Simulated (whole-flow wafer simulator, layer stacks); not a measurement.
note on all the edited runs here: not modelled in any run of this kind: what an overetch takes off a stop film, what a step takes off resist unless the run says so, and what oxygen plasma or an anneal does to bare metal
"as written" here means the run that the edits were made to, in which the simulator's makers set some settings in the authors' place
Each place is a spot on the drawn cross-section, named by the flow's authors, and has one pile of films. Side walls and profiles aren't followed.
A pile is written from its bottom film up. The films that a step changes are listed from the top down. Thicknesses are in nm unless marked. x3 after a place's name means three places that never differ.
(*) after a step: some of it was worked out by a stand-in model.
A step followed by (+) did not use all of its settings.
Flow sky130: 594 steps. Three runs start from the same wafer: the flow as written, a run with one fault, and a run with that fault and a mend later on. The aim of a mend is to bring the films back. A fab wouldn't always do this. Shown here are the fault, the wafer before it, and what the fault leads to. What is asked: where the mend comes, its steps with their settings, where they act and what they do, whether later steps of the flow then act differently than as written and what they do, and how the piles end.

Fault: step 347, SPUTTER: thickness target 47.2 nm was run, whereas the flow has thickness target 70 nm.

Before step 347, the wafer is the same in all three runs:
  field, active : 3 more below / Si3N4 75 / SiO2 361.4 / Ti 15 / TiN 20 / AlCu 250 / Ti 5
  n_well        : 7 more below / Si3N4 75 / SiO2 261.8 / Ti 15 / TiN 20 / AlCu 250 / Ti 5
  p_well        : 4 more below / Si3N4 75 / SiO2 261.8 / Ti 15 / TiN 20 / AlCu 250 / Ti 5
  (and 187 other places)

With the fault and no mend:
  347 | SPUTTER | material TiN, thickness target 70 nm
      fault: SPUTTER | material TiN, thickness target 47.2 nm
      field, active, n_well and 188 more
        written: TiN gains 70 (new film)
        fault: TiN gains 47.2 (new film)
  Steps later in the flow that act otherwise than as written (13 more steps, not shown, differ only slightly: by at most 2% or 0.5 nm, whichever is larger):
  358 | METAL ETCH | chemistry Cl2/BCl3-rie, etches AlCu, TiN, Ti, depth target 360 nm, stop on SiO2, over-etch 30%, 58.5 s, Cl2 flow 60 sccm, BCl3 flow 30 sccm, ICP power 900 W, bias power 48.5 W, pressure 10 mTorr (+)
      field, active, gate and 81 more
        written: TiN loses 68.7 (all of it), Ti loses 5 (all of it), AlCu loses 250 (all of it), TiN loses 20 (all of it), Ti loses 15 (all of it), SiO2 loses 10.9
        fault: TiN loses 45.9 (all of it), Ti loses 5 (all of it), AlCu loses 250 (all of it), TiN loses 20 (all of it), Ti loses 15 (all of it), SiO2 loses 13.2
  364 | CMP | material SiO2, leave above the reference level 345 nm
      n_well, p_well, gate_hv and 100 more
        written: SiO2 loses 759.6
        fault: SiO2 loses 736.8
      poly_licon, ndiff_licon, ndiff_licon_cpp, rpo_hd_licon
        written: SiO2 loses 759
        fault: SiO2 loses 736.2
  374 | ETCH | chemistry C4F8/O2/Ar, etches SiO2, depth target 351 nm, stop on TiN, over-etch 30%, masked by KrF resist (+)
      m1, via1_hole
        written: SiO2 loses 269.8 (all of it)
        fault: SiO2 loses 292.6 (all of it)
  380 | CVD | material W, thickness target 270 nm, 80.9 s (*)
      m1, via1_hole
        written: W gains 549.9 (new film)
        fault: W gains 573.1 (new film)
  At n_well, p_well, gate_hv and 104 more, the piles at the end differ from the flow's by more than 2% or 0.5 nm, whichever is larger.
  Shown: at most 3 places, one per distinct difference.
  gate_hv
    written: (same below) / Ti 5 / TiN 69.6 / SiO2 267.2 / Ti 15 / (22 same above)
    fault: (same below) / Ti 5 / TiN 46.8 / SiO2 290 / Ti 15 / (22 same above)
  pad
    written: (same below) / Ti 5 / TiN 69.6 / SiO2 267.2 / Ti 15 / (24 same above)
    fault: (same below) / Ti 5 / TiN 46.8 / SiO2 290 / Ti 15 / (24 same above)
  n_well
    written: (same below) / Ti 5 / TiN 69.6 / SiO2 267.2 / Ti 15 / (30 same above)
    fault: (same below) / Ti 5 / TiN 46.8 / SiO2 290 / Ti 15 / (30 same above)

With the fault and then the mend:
  The mend stands after step 347.
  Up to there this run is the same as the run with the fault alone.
  347a | SPUTTER | material TiN, thickness target 22.8 nm (a further turn of the flow's step 347, with different settings)
      field, active, n_well and 188 more
        TiN gains 22.8
  Later steps of the flow that are run all act as written at every place that is followed.
  By the end, the piles equal the flow's at every place that both follow.
